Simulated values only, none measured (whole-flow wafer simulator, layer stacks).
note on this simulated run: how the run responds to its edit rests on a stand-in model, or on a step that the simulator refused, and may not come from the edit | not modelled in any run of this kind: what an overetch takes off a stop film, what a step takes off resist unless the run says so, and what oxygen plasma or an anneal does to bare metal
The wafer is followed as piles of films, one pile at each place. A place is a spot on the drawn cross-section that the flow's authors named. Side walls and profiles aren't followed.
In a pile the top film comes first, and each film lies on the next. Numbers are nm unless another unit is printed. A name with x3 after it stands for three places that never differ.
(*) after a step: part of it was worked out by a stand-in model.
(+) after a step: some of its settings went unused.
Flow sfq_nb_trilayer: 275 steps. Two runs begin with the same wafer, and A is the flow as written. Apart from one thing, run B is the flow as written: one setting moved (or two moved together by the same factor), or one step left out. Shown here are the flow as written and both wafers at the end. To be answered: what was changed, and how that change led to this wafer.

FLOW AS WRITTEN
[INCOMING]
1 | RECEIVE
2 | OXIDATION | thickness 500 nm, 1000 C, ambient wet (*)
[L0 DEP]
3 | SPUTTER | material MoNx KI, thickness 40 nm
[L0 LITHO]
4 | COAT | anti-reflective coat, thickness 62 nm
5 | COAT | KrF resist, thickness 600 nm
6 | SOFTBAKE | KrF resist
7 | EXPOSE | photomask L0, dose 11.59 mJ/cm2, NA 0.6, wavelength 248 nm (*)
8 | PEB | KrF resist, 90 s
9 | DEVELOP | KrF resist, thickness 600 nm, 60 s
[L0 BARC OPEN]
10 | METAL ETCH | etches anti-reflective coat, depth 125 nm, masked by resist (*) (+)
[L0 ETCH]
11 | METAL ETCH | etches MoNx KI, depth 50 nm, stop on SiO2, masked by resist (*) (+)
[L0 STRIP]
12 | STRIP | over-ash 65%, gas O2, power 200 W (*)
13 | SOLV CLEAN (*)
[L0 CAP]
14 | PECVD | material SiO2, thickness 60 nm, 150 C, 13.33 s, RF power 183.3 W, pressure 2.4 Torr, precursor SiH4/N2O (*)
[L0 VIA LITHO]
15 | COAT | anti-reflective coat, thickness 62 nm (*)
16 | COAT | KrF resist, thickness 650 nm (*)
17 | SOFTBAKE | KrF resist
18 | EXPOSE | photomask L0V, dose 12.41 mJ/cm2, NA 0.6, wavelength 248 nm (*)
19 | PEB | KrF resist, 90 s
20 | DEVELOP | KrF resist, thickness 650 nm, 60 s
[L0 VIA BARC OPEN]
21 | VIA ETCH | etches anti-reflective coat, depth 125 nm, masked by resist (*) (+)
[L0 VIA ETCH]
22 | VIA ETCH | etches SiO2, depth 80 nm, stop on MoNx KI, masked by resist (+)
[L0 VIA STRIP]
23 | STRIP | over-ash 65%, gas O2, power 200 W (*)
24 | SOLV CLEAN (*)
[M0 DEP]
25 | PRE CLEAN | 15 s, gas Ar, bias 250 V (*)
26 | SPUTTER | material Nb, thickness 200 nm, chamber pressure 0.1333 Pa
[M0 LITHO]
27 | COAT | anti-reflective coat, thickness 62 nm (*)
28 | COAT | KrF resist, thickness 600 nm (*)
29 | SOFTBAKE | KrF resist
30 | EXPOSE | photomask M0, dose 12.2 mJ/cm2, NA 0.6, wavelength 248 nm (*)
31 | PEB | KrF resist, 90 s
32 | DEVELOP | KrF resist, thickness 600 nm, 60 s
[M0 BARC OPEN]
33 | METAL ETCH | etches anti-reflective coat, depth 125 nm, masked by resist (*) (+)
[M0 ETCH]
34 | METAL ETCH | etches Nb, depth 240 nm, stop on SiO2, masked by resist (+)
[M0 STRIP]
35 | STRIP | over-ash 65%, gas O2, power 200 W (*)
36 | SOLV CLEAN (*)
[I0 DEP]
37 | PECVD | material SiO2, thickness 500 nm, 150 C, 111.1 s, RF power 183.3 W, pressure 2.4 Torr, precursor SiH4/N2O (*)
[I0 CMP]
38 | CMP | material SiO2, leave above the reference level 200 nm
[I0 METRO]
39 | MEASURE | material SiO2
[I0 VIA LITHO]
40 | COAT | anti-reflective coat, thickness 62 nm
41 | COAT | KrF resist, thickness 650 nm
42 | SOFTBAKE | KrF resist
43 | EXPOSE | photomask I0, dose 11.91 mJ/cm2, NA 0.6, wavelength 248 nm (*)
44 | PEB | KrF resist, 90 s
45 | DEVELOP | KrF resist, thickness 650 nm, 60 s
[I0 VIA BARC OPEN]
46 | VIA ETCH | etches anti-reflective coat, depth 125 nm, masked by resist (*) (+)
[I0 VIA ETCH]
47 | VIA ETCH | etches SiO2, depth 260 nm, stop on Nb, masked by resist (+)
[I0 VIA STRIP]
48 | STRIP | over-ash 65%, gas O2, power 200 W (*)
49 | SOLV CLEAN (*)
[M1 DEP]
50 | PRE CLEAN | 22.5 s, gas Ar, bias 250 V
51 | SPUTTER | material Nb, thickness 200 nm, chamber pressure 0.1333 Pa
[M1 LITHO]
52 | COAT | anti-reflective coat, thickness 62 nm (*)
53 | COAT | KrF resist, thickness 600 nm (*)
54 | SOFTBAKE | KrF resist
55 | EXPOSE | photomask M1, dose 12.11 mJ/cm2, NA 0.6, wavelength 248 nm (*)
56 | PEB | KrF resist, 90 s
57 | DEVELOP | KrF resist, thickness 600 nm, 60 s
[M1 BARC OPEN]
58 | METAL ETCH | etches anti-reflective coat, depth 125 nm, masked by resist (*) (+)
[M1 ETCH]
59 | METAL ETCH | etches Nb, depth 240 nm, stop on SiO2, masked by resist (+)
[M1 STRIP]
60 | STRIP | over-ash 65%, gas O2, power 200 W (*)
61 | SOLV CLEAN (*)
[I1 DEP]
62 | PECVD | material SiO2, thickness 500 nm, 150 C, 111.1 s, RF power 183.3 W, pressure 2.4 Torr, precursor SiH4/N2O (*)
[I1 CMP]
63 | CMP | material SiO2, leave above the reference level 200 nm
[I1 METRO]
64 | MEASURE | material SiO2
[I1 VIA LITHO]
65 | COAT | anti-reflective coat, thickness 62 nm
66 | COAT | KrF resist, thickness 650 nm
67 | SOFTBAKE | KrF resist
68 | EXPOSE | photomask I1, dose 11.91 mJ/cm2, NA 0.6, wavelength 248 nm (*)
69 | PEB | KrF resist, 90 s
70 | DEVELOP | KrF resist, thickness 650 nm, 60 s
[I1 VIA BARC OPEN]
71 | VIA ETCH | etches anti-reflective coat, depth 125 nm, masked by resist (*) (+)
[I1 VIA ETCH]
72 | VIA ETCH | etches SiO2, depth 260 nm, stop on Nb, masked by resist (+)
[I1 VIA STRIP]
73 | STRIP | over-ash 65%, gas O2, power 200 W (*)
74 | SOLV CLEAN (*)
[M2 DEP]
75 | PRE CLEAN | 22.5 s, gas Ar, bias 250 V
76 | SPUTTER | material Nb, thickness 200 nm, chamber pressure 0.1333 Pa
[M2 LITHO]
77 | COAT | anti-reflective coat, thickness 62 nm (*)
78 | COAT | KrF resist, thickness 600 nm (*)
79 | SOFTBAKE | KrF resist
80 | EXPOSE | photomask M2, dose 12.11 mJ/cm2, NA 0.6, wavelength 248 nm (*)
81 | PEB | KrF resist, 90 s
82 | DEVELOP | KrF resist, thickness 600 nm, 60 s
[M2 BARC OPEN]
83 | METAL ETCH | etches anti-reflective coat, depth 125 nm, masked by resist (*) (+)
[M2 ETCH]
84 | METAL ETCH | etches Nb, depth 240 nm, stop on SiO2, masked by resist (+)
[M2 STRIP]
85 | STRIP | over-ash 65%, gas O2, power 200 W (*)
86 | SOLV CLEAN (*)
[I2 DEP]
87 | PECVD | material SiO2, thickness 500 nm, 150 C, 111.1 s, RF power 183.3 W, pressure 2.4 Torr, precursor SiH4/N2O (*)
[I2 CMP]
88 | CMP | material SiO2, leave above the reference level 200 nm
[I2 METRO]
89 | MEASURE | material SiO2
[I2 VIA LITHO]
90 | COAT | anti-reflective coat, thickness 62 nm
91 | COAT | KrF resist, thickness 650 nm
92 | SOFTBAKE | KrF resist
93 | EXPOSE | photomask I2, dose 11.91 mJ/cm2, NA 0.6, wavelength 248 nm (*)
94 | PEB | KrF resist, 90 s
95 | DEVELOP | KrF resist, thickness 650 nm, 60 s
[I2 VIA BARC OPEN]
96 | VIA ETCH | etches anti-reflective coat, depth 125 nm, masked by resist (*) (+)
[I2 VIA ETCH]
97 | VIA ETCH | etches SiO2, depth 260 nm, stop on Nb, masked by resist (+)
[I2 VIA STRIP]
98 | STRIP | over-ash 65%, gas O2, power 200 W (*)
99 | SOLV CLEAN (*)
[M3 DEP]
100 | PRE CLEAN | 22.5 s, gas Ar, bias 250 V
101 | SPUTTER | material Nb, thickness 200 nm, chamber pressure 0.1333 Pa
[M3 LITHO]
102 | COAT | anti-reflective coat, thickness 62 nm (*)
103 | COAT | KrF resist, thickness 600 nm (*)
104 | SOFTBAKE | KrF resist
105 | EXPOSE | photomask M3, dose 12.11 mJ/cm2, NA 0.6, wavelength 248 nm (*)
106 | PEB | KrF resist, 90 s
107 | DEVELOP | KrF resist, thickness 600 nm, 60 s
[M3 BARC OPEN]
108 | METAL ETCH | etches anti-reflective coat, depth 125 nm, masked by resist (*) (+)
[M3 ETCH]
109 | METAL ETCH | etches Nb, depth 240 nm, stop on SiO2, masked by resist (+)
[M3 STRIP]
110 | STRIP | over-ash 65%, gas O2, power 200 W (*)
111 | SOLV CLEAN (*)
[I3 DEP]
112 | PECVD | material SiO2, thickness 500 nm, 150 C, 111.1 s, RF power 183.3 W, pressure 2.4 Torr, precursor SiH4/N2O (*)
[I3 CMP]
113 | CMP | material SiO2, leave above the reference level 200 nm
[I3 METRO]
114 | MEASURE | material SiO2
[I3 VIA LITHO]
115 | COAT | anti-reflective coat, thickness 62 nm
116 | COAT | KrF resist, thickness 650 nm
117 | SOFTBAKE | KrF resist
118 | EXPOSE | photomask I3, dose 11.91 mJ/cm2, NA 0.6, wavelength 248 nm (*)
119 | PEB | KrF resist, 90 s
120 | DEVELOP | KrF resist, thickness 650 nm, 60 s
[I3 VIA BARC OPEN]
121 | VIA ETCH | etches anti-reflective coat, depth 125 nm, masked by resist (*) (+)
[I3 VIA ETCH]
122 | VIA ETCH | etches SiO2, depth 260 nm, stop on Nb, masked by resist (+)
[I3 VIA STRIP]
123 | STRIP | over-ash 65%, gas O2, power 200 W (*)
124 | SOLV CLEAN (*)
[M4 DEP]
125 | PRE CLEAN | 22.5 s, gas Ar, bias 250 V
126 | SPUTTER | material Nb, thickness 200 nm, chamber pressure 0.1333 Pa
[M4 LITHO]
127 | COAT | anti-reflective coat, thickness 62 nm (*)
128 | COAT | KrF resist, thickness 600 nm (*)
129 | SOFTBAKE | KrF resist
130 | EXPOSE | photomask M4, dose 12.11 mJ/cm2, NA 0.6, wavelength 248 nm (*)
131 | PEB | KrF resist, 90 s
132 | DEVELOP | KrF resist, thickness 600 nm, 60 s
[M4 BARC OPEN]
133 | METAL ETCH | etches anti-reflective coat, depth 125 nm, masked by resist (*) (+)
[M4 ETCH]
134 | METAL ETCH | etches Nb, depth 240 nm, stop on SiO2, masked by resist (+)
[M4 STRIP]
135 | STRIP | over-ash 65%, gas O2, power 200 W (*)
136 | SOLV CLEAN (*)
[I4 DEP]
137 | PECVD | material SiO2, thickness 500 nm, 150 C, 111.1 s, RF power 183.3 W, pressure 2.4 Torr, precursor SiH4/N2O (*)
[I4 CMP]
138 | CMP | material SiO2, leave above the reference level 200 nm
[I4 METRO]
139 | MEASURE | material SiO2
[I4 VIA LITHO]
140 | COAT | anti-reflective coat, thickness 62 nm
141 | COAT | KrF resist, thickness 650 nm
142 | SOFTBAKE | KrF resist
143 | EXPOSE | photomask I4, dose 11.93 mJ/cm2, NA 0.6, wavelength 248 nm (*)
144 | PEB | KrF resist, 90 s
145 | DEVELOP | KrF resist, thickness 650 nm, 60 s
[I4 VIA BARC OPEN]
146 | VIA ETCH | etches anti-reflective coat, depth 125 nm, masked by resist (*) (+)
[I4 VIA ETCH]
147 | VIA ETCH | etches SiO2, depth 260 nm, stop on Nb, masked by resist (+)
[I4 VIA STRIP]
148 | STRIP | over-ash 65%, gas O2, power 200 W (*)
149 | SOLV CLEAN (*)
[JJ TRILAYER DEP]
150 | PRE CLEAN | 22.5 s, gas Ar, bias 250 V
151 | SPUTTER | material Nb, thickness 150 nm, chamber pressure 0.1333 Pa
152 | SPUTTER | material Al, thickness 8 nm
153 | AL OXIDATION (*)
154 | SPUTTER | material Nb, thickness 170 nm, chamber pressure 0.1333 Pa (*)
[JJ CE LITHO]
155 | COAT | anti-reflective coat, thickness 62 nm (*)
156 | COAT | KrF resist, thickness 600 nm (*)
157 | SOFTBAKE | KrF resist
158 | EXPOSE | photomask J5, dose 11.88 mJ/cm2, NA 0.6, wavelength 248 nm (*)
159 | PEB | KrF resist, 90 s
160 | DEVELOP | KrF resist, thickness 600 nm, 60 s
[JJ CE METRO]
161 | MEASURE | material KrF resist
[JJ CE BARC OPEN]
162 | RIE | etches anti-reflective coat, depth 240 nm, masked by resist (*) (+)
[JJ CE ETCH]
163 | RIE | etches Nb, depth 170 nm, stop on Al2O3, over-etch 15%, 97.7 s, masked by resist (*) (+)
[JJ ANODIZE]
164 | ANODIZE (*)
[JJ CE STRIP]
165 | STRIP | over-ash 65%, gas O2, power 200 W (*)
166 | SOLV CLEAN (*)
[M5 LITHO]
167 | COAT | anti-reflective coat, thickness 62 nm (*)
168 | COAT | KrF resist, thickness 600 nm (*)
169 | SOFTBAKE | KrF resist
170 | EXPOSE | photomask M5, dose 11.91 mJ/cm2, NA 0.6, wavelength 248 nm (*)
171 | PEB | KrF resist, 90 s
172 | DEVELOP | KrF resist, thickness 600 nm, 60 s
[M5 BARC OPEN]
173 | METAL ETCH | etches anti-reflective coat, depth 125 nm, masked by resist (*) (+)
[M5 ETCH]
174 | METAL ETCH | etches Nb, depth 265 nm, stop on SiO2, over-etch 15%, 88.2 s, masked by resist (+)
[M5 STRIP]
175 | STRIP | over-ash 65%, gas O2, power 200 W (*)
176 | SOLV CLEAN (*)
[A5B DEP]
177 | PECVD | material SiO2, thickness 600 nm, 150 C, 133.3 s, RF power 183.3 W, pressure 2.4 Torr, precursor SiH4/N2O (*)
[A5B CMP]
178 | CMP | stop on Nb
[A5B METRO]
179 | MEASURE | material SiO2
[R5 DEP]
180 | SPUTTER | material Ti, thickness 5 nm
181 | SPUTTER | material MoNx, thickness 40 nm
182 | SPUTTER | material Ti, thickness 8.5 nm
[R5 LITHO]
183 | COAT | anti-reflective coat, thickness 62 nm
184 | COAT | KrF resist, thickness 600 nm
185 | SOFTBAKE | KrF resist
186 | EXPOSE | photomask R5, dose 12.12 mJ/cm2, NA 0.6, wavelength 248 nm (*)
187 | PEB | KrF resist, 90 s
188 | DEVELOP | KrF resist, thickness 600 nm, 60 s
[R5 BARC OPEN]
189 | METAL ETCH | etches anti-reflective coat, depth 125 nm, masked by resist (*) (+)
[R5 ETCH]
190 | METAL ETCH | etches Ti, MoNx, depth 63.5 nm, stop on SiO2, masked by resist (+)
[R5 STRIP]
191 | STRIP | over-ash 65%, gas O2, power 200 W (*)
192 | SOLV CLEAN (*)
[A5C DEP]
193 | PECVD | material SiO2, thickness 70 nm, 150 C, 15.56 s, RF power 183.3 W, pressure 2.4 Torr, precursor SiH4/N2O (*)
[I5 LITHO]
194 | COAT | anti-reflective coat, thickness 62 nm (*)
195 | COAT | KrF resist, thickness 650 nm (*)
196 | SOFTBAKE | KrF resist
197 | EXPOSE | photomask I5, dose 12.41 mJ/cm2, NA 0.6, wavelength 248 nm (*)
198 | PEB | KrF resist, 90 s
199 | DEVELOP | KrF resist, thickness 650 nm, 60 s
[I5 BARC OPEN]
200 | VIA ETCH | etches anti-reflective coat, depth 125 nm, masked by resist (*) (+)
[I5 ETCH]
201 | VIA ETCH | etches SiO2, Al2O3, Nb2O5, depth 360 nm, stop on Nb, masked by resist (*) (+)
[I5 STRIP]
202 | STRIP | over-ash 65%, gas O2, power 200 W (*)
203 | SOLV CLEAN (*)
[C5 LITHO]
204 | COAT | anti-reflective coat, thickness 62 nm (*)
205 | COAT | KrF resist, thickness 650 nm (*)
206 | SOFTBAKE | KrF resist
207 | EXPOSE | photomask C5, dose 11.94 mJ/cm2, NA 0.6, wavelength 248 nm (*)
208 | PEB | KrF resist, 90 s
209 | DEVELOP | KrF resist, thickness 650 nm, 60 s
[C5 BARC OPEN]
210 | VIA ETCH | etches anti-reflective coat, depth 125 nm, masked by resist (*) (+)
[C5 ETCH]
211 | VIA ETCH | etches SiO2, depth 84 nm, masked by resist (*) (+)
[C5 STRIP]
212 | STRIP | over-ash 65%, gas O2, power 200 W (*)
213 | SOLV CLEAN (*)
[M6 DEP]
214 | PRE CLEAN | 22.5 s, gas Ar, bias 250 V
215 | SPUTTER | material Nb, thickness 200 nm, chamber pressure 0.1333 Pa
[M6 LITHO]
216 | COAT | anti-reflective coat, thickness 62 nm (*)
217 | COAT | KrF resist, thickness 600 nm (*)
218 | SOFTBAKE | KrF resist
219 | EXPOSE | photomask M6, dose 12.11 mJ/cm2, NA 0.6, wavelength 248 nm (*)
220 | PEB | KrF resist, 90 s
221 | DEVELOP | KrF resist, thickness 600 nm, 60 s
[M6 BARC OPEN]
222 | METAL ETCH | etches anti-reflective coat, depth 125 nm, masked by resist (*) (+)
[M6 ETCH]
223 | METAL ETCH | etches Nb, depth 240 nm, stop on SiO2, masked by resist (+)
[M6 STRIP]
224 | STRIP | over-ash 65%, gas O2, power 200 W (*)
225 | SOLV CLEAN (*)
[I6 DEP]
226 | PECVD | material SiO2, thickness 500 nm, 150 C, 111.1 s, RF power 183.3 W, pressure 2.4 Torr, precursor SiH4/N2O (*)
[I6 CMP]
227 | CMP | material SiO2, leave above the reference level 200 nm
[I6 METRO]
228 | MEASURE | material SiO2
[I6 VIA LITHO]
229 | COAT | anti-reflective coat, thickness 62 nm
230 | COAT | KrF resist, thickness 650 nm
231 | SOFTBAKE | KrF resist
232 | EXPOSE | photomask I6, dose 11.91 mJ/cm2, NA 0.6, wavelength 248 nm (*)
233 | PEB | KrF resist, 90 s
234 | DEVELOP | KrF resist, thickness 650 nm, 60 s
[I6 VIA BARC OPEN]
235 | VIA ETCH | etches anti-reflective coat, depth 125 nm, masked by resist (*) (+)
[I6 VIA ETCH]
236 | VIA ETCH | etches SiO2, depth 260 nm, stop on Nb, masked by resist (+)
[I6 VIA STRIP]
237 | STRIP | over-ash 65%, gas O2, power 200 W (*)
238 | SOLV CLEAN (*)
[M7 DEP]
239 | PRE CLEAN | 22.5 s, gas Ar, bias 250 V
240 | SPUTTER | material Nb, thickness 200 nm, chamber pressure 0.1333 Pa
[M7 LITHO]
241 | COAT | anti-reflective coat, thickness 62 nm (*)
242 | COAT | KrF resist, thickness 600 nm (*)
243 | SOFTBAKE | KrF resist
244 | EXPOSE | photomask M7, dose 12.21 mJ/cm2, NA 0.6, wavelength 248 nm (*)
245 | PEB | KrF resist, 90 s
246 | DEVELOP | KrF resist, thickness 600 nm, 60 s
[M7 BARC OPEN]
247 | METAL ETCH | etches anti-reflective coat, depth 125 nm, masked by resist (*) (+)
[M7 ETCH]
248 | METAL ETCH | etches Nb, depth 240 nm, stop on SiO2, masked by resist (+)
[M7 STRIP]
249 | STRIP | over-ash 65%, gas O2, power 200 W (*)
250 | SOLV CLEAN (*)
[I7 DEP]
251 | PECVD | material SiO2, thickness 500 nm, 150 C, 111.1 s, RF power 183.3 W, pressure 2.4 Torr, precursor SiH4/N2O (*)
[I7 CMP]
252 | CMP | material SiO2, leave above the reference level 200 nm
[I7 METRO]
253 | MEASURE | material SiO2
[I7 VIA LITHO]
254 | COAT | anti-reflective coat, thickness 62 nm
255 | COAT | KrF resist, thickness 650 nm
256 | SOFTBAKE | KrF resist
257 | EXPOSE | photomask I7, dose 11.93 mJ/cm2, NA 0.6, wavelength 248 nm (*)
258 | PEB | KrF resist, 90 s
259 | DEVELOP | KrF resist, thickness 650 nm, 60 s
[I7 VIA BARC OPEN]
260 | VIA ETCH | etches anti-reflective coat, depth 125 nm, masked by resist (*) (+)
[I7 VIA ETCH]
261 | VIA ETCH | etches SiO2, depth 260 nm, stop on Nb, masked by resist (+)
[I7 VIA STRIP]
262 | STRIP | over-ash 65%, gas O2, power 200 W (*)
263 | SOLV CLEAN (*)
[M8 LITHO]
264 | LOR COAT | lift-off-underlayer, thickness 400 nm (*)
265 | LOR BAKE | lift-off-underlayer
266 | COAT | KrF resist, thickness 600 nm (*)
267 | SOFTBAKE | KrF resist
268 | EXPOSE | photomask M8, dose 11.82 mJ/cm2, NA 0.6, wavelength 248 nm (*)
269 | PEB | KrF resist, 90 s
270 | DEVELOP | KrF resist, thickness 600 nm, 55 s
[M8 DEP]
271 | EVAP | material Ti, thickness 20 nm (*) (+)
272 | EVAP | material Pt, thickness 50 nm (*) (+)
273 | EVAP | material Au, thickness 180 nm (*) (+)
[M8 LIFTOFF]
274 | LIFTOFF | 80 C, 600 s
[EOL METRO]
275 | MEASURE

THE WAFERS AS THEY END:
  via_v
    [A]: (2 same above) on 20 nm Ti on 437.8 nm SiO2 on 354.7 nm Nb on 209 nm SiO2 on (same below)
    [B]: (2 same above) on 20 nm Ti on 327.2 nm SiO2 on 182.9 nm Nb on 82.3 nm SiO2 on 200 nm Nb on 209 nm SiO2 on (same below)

What caused this: step 236, VIA ETCH: depth 110 nm was run, though the flow has depth 260 nm.

The path from the change to this, step by step:
  236 | VIA ETCH | etches SiO2, depth 260 nm, stop on Nb, masked by resist (+)
      via_v: A SiO2 loses 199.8 (all of it) | B SiO2 loses 110
      field_l, v_sur, via_wl and 102 more: A KrF resist loses 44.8 | B KrF resist loses 19
  237 | STRIP | over-ash 65%, gas O2, power 200 W (*)
      field_l, v_sur, via_wl and 102 more: A KrF resist loses 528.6 (all of it), anti-reflective coat loses 62 (all of it) | B KrF resist loses 554.5 (all of it), anti-reflective coat loses 62 (all of it)
  239 | PRE CLEAN | 22.5 s, gas Ar, bias 250 V
      via_v: A Nb loses 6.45 | B SiO2 loses 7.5
  240 | SPUTTER | material Nb, thickness 200 nm, chamber pressure 0.1333 Pa
      via_v: A Nb gains 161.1 | B Nb gains 182.9 (new film)
  241 | COAT | anti-reflective coat, thickness 62 nm (*)
      via_sp: A anti-reflective coat gains 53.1 (new film) | B anti-reflective coat gains 54.9 (new film)
      via_v: A anti-reflective coat gains 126 (new film) | B anti-reflective coat gains 105.3 (new film)
      (and at 1 other place as well)
  242 | COAT | KrF resist, thickness 600 nm (*)
      via_v: A KrF resist gains 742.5 (new film) | B KrF resist gains 667.6 (new film)
  249 | STRIP | over-ash 65%, gas O2, power 200 W (*)
      via_sp: A KrF resist loses 373.6 (all of it), anti-reflective coat loses 53.1 (all of it) | B KrF resist loses 379.8 (all of it), anti-reflective coat loses 54.9 (all of it)
      via_v: A KrF resist loses 524.5 (all of it), anti-reflective coat loses 126 (all of it) | B KrF resist loses 449.8 (all of it), anti-reflective coat loses 105.3 (all of it)
      (and at 1 other place as well)
  251 | PECVD | material SiO2, thickness 500 nm, 150 C, 111.1 s, RF power 183.3 W, pressure 2.4 Torr, precursor SiH4/N2O (*)
      via_v: A SiO2 gains 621 (new film) | B SiO2 gains 500 (new film)
  252 | CMP | material SiO2, leave above the reference level 200 nm
      via_v: A SiO2 loses 183.1 | B SiO2 loses 172.8
If metal films that touch count as one body, via_v has 7 bodies (between them, from the top down: SiO2 327.2; SiO2 82.3; SiO2 209 / Al2O3 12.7 / Nb2O5 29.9; SiO2 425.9; SiO2 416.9; SiO2 192.5); the flow as written gives 6 bodies (between them, from the top down: SiO2 437.8; SiO2 209 / Al2O3 12.7 / Nb2O5 29.9; SiO2 425.9; SiO2 416.9; SiO2 192.5).
